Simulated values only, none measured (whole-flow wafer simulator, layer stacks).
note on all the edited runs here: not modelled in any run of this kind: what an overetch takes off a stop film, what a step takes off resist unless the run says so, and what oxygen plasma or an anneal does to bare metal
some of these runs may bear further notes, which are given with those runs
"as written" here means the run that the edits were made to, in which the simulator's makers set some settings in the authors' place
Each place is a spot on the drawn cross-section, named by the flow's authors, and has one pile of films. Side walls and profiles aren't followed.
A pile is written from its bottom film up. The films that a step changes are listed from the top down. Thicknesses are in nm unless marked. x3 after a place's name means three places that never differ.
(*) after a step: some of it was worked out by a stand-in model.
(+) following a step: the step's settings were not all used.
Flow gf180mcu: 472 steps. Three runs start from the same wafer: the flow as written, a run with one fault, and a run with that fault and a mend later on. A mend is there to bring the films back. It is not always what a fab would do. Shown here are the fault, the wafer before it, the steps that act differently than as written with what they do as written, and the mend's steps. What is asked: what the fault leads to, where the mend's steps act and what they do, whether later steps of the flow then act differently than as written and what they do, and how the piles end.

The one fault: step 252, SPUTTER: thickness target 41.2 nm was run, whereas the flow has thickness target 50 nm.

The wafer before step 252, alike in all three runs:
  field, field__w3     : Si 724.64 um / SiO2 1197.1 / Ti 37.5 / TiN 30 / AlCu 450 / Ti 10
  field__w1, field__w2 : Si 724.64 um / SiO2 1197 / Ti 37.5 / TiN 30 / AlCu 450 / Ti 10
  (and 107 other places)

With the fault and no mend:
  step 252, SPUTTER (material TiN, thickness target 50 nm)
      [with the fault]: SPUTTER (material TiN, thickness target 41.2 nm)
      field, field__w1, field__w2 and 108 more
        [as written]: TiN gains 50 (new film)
        [with the fault]: TiN gains 41.2 (new film)
  Steps further on in the flow that do not act as written (5 more steps, not shown, differ only slightly: by at most 2% or 0.5 nm, whichever is larger):
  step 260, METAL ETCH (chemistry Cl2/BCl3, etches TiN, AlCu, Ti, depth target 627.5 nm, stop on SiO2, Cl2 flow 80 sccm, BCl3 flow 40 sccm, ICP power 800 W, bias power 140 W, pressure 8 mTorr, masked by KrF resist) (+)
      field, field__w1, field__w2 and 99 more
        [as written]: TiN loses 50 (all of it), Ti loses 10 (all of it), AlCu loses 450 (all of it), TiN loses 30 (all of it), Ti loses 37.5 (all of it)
        [with the fault]: TiN loses 41.2 (all of it), Ti loses 10 (all of it), AlCu loses 450 (all of it), TiN loses 30 (all of it), Ti loses 37.5 (all of it)
  At field__w8, contact, m1 and 6 more, the piles at the end differ from the flow's by more than 2% or 0.5 nm, whichever is larger.
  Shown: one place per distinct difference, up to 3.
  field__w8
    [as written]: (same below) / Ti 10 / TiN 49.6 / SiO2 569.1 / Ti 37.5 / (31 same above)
    [with the fault]: (same below) / Ti 10 / TiN 40.8 / SiO2 577.9 / Ti 37.5 / (31 same above)
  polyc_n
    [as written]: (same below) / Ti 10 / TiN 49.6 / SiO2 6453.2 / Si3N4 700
    [with the fault]: (same below) / Ti 10 / TiN 40.8 / SiO2 6462 / Si3N4 700
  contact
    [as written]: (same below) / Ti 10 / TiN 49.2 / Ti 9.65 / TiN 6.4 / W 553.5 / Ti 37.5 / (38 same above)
    [with the fault]: (same below) / Ti 10 / TiN 40.4 / Ti 9.6 / TiN 6.37 / W 562.4 / Ti 37.5 / (38 same above)

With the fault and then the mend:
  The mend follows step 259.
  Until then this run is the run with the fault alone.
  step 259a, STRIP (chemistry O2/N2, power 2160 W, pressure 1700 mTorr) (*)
      field__w8, contact, m1 and 6 more
        KrF resist loses 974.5 (all of it)
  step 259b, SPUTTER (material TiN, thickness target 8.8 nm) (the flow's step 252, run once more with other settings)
      field, field__w1, field__w2 and 108 more
        TiN gains 8.8
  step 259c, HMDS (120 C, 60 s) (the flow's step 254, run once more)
      does not change any film at any place that is followed
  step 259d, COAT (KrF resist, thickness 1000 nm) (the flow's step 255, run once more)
      field, field__w1, field__w2 and 108 more
        KrF resist gains 1000 (new film)
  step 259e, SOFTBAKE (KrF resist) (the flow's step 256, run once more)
      does not change any film at any place that is followed
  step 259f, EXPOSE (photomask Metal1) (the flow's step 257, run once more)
      does not change any film at any place that is followed
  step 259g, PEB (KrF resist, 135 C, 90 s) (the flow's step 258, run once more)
      field, field__w1, field__w2 and 108 more
        KrF resist loses 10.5
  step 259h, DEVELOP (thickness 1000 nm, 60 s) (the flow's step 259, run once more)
      field, field__w1, field__w2 and 99 more
        KrF resist loses 989.5 (all of it)
      field__w8, contact, m1 and 6 more
        KrF resist loses 14.9
  None of the later steps of the flow acts differently than as written at any place that is followed.
  By the end, the piles equal the flow's at every place that both follow.
